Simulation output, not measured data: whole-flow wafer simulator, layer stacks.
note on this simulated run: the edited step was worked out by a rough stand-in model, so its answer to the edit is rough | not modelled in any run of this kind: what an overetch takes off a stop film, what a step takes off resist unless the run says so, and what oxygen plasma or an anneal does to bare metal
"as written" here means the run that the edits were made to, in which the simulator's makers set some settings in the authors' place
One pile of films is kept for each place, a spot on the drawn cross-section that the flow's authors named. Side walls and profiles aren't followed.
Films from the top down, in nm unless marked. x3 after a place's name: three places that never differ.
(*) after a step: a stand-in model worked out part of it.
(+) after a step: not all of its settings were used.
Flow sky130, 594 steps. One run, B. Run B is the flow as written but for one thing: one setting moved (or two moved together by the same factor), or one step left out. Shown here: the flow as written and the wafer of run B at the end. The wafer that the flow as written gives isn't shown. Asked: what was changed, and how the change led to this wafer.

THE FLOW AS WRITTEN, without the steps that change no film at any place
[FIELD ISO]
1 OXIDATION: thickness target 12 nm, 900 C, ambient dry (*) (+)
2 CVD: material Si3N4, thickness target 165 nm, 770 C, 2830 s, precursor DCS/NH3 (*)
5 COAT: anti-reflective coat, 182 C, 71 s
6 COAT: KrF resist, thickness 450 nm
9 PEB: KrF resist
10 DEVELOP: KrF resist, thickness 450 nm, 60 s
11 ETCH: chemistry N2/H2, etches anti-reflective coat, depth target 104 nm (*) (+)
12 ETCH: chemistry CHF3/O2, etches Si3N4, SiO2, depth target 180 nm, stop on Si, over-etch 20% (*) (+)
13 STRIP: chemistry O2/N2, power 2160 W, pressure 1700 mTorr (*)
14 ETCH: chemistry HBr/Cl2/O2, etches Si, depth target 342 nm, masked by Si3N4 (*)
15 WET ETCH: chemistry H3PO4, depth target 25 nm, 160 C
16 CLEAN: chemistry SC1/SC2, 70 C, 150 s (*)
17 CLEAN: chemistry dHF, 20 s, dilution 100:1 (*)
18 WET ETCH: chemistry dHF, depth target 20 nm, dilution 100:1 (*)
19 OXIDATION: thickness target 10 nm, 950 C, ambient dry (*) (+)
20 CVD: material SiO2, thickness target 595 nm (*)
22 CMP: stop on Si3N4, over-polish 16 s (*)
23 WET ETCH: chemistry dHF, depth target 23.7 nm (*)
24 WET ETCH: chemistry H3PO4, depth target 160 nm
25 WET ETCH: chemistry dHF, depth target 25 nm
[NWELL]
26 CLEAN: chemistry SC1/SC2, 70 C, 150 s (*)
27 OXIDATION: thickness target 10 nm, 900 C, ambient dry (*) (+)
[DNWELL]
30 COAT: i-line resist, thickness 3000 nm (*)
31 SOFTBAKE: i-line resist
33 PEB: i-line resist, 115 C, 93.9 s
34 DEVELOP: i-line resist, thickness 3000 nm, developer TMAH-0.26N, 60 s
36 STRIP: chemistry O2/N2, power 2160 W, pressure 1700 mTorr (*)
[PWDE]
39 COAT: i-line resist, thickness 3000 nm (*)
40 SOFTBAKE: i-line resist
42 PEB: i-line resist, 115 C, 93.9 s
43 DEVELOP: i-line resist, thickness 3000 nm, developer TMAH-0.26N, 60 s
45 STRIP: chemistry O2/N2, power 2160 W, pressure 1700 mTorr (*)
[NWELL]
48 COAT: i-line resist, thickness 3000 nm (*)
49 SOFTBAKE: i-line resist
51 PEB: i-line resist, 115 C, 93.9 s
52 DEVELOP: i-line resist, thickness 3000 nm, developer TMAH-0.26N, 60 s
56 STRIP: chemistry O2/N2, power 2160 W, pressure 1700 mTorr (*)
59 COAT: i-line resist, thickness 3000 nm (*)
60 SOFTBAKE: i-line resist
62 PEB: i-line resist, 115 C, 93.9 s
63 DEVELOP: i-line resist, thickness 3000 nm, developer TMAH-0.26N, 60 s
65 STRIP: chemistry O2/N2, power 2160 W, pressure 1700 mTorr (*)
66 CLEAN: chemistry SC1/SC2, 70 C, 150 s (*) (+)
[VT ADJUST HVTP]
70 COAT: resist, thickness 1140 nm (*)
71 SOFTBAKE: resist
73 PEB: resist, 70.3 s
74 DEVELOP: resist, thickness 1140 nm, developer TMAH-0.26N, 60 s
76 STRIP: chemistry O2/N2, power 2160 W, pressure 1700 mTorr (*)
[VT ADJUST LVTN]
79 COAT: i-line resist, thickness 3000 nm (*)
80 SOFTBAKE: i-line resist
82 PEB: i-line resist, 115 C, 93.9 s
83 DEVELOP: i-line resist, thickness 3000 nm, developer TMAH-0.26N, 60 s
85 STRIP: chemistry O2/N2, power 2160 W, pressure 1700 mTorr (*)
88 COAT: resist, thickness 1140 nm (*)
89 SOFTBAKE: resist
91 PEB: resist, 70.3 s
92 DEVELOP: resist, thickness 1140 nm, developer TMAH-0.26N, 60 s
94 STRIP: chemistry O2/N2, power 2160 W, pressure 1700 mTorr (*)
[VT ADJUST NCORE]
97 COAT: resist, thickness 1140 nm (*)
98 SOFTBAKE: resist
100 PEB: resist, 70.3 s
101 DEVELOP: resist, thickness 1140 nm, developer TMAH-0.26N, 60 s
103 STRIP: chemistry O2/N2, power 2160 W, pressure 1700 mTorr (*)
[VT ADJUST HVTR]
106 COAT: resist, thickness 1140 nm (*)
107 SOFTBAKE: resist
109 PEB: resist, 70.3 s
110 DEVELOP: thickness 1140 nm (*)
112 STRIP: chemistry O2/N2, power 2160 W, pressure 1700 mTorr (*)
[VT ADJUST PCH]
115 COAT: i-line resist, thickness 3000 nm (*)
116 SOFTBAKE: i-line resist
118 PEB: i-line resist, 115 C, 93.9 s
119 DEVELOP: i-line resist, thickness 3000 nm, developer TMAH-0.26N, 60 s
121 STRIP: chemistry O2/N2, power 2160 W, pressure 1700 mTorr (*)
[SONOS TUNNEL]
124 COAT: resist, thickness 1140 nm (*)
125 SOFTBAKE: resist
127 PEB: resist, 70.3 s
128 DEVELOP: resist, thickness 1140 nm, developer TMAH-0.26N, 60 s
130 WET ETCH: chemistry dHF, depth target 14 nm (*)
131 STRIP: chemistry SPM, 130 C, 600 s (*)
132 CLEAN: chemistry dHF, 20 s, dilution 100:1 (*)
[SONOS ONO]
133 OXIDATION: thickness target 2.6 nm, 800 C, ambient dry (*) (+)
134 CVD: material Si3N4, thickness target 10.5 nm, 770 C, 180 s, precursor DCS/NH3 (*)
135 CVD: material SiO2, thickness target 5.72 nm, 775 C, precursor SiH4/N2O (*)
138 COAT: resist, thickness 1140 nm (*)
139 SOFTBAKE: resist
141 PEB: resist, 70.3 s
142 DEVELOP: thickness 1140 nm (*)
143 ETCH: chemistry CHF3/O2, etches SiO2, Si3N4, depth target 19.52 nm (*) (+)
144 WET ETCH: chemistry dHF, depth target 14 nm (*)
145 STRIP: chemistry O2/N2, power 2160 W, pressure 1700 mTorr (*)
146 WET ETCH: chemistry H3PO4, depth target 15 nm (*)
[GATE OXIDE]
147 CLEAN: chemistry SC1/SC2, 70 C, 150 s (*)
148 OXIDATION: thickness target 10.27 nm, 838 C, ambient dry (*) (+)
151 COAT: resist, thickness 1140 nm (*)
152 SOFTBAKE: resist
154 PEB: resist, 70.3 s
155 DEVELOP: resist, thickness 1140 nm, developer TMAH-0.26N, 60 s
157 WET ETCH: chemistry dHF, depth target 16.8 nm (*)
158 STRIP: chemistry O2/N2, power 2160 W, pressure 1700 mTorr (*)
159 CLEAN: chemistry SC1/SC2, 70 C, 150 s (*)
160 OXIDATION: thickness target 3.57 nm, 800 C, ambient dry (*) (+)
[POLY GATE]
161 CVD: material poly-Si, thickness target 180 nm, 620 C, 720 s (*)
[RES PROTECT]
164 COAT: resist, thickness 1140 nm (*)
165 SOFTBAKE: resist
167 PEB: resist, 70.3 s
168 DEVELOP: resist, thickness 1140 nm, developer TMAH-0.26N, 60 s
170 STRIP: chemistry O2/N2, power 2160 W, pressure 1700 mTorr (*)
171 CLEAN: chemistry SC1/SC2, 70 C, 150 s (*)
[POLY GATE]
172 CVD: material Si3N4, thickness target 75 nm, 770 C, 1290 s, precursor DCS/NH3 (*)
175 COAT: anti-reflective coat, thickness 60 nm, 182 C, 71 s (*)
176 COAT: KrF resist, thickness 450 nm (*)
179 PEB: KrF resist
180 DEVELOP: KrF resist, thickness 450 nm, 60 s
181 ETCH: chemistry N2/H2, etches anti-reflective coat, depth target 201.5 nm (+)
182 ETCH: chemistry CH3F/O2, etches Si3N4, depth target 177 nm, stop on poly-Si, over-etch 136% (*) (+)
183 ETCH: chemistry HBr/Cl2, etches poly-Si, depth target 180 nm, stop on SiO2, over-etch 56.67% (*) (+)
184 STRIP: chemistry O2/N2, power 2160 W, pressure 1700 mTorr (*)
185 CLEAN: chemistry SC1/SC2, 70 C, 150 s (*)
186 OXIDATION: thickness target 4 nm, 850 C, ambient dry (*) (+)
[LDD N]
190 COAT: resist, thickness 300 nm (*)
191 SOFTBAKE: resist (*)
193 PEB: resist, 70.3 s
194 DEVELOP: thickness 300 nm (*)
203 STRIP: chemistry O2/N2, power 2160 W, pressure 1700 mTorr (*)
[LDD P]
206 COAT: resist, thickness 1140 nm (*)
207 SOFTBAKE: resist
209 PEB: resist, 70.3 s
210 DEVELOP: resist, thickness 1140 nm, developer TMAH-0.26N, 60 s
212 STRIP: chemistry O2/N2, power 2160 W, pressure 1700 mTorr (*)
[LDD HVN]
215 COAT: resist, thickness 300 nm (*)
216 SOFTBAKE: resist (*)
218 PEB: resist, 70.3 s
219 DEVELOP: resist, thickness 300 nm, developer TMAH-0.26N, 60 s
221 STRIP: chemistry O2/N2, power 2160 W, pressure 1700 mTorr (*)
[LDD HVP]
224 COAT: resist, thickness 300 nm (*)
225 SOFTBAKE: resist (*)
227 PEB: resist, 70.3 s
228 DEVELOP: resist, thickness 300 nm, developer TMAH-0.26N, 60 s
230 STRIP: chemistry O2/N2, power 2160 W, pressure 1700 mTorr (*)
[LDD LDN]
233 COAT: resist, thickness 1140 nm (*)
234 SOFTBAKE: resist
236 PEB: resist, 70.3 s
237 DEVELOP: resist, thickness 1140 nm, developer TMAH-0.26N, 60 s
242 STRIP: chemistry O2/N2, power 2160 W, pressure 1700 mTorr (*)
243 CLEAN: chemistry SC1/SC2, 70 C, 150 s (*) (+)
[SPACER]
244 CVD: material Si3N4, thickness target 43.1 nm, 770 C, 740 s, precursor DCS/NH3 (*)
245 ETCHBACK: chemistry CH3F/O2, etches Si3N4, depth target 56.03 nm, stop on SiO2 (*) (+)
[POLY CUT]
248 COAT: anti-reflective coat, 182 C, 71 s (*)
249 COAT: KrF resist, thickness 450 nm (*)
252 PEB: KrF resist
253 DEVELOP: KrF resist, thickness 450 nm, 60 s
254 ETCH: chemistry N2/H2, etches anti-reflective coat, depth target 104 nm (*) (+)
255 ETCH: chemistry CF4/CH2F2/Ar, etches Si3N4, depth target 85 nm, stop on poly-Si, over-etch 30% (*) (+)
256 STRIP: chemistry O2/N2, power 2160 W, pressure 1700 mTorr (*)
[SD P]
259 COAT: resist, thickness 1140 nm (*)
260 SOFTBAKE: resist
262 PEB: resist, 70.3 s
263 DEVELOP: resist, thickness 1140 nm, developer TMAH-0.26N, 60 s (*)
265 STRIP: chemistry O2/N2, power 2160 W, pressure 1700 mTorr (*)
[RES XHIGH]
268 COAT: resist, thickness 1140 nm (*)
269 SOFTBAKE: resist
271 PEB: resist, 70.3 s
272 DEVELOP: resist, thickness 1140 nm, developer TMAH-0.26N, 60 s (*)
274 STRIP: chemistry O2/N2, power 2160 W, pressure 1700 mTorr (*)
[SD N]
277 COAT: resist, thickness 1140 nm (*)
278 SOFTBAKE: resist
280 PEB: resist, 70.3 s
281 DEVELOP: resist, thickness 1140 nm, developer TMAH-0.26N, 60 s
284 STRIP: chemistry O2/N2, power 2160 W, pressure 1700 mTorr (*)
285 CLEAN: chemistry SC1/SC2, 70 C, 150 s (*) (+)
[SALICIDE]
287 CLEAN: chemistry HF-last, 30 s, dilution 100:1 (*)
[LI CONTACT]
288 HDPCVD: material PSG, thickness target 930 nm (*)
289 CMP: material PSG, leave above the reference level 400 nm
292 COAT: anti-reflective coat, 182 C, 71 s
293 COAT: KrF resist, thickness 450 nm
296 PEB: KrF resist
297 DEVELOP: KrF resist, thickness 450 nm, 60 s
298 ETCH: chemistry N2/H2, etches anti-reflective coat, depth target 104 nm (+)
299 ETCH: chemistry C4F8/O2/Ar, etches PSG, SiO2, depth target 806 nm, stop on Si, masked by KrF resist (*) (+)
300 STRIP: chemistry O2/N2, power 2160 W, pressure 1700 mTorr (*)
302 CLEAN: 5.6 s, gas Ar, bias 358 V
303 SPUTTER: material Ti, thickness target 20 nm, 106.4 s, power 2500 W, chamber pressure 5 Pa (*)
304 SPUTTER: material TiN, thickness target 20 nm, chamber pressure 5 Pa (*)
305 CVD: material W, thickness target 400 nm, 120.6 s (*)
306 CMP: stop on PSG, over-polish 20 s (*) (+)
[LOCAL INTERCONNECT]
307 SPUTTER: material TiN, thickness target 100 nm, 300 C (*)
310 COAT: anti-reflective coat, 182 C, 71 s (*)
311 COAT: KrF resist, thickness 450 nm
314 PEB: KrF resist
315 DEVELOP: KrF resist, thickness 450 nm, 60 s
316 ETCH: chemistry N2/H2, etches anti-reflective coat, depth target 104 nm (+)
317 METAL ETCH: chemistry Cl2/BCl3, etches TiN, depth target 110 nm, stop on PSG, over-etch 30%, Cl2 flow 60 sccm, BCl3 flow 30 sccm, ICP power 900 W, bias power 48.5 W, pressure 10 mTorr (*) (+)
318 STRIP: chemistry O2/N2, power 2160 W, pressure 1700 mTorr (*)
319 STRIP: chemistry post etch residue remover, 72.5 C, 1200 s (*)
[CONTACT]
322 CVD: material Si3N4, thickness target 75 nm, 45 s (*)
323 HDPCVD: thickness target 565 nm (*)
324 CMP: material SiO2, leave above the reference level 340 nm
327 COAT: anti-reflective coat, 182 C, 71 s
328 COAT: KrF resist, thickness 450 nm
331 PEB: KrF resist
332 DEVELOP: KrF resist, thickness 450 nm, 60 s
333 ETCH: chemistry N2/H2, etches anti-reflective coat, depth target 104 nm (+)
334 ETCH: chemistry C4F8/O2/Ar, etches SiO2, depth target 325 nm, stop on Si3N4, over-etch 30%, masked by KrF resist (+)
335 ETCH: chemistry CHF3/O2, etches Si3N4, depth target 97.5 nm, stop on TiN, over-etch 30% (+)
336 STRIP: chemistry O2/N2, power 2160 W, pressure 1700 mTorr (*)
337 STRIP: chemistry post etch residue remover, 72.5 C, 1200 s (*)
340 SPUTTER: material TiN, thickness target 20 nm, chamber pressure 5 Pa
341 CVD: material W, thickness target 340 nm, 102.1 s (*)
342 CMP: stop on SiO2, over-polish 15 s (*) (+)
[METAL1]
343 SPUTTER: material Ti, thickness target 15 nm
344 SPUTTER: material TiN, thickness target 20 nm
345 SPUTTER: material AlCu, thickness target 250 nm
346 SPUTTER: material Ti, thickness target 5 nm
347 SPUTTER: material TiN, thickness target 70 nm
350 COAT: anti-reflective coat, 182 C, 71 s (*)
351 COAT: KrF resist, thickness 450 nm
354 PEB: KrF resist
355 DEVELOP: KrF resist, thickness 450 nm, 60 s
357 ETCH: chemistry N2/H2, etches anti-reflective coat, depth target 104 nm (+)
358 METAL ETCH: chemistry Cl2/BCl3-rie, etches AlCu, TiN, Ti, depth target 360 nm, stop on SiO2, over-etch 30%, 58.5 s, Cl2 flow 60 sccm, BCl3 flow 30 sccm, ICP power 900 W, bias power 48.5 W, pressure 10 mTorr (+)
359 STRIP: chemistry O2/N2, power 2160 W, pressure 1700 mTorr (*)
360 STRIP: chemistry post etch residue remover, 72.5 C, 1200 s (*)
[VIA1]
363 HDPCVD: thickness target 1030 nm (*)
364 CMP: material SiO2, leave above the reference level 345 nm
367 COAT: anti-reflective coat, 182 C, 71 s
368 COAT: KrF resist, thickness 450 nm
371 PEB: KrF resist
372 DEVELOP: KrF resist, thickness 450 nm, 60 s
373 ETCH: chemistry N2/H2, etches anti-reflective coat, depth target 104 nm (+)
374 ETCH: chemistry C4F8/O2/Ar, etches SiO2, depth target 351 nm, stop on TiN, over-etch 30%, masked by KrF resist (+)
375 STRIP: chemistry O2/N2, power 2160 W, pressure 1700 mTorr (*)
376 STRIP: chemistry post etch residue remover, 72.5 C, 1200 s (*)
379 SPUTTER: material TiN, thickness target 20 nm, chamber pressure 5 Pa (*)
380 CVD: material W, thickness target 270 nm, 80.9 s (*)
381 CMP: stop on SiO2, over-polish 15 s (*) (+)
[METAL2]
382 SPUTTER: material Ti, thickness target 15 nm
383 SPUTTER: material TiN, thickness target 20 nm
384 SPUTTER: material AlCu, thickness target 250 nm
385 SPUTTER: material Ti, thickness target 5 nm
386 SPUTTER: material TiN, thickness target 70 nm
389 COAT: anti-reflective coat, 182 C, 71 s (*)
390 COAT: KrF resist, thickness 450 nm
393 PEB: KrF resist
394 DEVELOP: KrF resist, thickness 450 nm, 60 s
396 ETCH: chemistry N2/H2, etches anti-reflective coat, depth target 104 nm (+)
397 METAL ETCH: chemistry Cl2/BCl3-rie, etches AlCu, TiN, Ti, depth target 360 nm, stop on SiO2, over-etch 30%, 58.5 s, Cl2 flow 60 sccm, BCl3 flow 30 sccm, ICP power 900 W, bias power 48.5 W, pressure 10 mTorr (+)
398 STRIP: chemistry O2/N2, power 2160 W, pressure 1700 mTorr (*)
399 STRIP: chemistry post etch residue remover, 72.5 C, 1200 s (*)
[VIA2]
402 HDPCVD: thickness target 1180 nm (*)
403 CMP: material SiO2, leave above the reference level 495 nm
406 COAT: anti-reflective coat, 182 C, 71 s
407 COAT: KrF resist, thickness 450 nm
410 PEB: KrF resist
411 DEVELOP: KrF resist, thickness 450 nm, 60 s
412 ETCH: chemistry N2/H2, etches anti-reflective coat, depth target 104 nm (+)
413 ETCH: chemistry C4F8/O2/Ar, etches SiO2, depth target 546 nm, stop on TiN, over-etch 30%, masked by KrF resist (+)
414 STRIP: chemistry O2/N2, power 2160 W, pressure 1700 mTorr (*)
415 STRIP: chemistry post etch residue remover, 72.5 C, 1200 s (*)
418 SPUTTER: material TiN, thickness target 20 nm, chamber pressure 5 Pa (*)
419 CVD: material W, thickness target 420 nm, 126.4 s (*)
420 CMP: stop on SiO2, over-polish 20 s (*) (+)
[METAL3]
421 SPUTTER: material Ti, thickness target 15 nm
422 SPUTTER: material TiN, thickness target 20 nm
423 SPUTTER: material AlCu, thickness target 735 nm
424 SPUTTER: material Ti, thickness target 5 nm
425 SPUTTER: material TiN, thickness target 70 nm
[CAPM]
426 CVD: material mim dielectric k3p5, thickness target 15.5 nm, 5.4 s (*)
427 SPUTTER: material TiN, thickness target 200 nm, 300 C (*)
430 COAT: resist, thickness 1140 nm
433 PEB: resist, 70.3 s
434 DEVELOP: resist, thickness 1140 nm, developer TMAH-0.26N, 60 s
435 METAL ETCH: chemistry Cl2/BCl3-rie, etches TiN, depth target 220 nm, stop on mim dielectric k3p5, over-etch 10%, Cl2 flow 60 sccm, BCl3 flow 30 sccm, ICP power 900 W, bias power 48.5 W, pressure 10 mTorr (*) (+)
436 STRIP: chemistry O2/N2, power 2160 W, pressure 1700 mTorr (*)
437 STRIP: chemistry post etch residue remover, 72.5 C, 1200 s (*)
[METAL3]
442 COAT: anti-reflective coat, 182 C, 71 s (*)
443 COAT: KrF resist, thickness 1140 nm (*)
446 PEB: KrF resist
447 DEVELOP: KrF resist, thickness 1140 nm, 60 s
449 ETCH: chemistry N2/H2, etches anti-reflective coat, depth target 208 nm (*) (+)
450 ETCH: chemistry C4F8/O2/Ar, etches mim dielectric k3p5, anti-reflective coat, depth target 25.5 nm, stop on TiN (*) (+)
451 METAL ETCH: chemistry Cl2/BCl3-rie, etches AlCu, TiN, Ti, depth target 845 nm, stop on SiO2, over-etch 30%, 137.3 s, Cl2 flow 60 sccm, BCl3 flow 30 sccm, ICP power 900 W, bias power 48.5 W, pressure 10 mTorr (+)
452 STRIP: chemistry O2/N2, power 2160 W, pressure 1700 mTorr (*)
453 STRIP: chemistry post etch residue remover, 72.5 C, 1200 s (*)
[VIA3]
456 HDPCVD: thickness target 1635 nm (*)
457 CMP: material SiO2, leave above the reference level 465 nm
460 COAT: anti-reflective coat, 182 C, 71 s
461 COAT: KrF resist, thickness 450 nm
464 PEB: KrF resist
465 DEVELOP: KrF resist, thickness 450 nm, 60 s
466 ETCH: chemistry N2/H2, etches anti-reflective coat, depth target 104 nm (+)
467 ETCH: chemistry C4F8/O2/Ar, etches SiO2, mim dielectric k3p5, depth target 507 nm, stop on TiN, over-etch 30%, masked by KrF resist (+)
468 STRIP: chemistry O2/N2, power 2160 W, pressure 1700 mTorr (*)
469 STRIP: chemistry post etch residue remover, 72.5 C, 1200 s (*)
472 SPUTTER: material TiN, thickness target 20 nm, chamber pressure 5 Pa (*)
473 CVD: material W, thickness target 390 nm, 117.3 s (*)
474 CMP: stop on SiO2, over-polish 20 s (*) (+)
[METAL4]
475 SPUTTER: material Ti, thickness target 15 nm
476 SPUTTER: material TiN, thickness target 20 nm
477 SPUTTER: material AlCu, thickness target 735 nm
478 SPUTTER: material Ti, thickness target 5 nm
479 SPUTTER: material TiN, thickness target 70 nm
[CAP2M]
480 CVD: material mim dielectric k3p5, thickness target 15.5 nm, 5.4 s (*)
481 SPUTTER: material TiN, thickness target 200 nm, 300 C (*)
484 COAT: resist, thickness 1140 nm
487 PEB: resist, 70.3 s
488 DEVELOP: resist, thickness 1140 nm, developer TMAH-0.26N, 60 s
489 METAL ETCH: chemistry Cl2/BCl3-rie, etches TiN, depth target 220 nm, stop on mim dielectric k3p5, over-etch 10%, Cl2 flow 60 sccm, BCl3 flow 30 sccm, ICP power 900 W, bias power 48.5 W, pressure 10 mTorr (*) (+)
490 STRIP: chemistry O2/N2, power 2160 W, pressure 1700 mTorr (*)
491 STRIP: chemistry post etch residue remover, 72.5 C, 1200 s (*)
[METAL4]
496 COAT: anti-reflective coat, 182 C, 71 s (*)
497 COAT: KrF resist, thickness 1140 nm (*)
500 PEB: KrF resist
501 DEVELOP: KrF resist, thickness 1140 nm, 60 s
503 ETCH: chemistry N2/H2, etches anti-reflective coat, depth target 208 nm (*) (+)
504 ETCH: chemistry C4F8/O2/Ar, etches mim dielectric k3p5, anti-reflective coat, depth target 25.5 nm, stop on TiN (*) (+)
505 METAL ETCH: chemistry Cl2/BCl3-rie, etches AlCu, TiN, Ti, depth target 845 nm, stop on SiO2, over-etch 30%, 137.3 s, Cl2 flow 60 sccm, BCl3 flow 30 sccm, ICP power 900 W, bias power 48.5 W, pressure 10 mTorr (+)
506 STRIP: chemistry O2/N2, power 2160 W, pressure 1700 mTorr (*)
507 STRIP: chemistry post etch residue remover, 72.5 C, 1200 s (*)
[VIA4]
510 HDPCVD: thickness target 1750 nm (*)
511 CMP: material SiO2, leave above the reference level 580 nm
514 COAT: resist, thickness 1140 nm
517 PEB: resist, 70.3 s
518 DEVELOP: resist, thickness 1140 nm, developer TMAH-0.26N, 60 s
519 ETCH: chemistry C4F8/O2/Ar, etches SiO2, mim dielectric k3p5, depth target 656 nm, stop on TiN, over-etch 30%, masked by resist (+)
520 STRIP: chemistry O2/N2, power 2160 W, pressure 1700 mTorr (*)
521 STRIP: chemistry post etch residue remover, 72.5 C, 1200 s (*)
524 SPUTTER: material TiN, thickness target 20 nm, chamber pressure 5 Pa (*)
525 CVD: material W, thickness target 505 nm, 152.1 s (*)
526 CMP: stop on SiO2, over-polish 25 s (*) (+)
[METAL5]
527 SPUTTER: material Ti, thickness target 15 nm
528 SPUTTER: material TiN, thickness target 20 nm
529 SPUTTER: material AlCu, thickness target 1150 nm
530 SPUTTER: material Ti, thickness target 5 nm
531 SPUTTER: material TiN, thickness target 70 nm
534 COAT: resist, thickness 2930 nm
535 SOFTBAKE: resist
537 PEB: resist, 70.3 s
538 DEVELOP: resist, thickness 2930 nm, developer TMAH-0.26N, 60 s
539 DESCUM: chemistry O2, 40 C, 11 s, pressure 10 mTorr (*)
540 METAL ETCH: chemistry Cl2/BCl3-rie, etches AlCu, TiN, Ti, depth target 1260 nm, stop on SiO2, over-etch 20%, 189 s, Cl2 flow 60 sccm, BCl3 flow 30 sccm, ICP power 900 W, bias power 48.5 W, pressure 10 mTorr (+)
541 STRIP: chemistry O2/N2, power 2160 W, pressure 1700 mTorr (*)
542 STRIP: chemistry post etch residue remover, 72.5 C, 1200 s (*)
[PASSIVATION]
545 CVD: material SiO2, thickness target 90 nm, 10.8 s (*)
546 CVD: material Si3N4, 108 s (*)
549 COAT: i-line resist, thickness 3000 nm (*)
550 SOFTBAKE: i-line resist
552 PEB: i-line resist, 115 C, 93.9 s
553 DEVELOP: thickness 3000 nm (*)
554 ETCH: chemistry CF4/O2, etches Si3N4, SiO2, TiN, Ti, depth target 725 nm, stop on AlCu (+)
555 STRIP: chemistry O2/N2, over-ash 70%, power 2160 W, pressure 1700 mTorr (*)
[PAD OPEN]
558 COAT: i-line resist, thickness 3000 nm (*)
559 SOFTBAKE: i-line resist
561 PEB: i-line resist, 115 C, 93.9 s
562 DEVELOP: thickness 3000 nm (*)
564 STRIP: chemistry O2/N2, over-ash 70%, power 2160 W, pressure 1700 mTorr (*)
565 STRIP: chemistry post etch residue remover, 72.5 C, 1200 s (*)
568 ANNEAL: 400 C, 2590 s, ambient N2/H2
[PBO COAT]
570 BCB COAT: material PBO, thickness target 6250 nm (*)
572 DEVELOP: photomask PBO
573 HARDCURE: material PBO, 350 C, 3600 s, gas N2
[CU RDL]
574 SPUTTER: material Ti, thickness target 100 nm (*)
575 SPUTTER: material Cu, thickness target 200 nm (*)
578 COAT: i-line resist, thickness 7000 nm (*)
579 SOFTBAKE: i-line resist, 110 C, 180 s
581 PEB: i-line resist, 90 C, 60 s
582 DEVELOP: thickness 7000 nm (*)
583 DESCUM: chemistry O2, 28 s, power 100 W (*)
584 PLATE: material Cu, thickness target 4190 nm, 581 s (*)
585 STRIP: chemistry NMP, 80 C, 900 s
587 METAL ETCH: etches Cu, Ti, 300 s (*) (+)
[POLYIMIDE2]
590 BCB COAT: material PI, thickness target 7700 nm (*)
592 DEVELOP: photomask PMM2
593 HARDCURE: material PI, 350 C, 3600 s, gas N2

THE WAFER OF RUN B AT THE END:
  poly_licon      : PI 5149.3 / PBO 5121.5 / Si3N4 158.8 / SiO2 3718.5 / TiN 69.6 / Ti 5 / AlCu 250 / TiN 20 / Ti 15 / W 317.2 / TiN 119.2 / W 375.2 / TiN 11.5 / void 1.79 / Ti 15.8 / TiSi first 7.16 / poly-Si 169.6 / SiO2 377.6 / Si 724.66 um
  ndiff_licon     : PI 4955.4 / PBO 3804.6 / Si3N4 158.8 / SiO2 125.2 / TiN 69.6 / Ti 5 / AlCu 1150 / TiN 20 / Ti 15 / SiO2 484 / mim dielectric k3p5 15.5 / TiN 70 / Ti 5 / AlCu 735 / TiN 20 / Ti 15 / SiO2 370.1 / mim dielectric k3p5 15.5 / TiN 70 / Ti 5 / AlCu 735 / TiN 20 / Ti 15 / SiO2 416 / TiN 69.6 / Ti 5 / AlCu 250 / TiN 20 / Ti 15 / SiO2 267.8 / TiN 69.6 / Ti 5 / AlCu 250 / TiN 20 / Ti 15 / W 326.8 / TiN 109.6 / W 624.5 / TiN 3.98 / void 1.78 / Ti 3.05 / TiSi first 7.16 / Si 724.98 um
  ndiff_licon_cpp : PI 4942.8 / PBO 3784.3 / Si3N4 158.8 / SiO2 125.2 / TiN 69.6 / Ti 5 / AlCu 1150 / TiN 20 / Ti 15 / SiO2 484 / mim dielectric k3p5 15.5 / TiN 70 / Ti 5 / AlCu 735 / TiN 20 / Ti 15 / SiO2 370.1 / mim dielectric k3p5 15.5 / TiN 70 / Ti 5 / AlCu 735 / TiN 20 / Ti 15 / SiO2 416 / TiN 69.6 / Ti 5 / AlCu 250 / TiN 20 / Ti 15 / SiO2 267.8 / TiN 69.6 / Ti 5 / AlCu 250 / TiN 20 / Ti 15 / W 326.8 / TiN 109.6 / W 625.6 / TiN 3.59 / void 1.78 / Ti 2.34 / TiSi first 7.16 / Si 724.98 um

The cause: step 304, SPUTTER: thickness target 11.5 nm was run, where the flow has thickness target 20 nm.
It can be read off the wafer: poly_licon has TiN 11.5, and step 304 as written asks for 20 nm.

How the change led to this, step by step:
  304 SPUTTER: material TiN, thickness target 20 nm, chamber pressure 5 Pa (*)
      field, active, n_well and 185 more: TiN +11.5 (new film) (as written it would be: TiN +20 (new film))
      ndiff_licon: TiN +3.98 (new film) (as written it would be: TiN +6.83 (new film))
      (and at 2 more places)
  306 CMP: stop on PSG, over-polish 20 s (*) (+)
      field, active, n_well and 184 more: W -400 (all of it), TiN -11.5 (all of it), Ti -20 (all of it), PSG -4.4 (as written it would be: W -400 (all of it), TiN -20 (all of it), Ti -20 (all of it), PSG -4.4)
      poly_licon: W -24.8 (as written it would be: W -33.3)
